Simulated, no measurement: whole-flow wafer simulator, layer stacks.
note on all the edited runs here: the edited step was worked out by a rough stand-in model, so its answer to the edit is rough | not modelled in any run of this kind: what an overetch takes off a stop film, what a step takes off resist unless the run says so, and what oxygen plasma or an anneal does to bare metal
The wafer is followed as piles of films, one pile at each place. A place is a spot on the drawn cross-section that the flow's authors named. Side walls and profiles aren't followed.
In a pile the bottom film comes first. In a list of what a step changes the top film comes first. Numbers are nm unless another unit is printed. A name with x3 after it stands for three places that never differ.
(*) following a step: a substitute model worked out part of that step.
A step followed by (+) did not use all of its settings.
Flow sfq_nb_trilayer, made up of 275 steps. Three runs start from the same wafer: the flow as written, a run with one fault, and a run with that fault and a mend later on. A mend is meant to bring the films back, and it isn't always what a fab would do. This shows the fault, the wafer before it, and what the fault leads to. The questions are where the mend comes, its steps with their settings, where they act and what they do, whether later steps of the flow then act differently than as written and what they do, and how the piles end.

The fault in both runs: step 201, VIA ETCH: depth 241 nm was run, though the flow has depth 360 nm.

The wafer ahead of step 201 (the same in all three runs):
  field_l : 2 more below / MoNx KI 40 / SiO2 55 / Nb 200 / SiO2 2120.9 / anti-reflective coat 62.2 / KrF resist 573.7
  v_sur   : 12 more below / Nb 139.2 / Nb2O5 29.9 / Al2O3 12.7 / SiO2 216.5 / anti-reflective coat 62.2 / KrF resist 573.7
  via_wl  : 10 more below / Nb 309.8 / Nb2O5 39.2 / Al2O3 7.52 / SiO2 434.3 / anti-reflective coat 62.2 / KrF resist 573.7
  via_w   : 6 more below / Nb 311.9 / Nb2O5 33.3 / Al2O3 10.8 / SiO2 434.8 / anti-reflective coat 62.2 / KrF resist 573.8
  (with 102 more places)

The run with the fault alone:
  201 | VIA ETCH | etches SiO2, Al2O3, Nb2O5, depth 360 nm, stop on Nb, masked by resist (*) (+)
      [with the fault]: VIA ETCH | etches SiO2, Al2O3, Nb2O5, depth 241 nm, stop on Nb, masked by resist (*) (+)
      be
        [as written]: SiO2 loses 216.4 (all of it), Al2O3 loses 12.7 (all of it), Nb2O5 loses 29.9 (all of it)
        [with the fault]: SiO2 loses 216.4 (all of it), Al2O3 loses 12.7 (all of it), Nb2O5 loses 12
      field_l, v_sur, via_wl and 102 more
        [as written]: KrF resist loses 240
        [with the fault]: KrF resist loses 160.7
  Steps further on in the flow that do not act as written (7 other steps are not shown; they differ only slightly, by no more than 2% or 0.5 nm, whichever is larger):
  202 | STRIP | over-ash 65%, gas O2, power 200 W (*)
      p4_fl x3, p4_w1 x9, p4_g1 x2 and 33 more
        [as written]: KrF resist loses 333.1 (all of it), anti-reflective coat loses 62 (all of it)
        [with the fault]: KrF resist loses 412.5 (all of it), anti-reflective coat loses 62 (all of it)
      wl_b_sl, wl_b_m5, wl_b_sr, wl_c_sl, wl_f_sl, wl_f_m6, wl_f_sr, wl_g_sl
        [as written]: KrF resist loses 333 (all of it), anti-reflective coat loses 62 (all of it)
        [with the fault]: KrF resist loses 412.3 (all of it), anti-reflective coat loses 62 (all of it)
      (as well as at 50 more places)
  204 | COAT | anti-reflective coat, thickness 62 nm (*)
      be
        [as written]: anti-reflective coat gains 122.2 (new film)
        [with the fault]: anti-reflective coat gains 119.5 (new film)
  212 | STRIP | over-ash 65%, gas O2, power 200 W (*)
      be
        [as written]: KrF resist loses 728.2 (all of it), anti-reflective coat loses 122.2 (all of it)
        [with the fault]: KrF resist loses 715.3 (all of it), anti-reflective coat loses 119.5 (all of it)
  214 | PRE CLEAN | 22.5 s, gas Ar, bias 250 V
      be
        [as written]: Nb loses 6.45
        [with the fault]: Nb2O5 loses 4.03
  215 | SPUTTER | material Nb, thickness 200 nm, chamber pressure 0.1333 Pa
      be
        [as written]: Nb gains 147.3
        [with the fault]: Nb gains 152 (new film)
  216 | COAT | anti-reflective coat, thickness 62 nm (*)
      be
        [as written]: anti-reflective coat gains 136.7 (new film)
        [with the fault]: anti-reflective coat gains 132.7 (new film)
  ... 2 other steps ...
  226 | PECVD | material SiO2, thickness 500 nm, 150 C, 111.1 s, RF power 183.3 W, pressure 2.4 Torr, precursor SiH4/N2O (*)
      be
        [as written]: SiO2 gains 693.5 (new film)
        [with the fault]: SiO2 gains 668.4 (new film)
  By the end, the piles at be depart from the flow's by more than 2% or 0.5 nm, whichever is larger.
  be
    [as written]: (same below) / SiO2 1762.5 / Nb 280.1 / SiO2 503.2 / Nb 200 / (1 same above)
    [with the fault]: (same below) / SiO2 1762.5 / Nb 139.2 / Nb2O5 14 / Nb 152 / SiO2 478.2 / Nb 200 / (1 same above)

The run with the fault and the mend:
  After step 201 comes the mend.
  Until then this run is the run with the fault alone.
  201a | VIA ETCH | etches SiO2, Al2O3, Nb2O5, depth 119 nm, stop on Nb, masked by resist (*) (+) (the flow's step 201, run once more with other settings)
      field_l, v_sur, via_wl and 102 more
        KrF resist loses 79.3
      be
        Nb2O5 loses 18 (all of it)
  None of the later steps of the flow acts differently than as written at any place that is followed.
  At every place that both follow, the piles at the end match the flow's.
